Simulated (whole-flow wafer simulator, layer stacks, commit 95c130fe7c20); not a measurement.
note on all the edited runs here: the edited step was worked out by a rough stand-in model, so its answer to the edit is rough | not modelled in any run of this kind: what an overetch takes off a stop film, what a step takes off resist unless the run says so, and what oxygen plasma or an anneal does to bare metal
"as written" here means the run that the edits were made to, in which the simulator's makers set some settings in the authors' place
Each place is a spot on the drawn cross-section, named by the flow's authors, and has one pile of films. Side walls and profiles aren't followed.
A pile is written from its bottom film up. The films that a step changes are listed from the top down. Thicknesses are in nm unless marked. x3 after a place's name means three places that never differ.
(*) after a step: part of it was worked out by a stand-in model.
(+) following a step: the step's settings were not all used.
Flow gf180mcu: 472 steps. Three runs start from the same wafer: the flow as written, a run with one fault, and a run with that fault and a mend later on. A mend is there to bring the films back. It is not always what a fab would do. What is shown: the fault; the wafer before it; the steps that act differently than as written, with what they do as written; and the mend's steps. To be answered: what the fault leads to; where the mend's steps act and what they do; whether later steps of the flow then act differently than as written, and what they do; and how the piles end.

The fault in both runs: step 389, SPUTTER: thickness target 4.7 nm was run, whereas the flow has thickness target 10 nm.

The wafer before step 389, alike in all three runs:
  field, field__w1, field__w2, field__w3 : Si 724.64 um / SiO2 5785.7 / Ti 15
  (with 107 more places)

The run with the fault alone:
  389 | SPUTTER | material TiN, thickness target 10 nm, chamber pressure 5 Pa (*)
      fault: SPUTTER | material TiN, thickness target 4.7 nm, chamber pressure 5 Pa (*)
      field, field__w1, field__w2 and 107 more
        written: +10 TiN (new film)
        fault: +4.7 TiN (new film)
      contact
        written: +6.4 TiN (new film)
        fault: +3.01 TiN (new film)
  Steps further on in the flow that do not act as written (not shown: 1 more step that differs only slightly, by at most 2% or 0.5 nm, whichever is larger):
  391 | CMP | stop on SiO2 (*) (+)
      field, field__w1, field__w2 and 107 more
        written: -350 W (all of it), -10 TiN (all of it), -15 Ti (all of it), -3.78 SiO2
        fault: -350 W (all of it), -4.7 TiN (all of it), -15 Ti (all of it), -3.73 SiO2
  At contact, the piles at the end differ from the flow's by more than 2% or 0.5 nm, whichever is larger.
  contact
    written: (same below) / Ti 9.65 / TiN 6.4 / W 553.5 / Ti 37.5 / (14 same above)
    fault: (same below) / Ti 9.65 / TiN 3.01 / W 556.9 / Ti 37.5 / (14 same above)

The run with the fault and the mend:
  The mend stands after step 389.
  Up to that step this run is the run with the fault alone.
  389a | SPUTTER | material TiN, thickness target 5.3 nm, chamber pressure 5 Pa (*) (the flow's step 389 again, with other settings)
      field, field__w1, field__w2 and 107 more
        +5.3 TiN
      contact
        +3.39 TiN
  Later steps of the flow that are run all act as written at every place that is followed.
  The piles end the same as the flow's at every place that both follow.
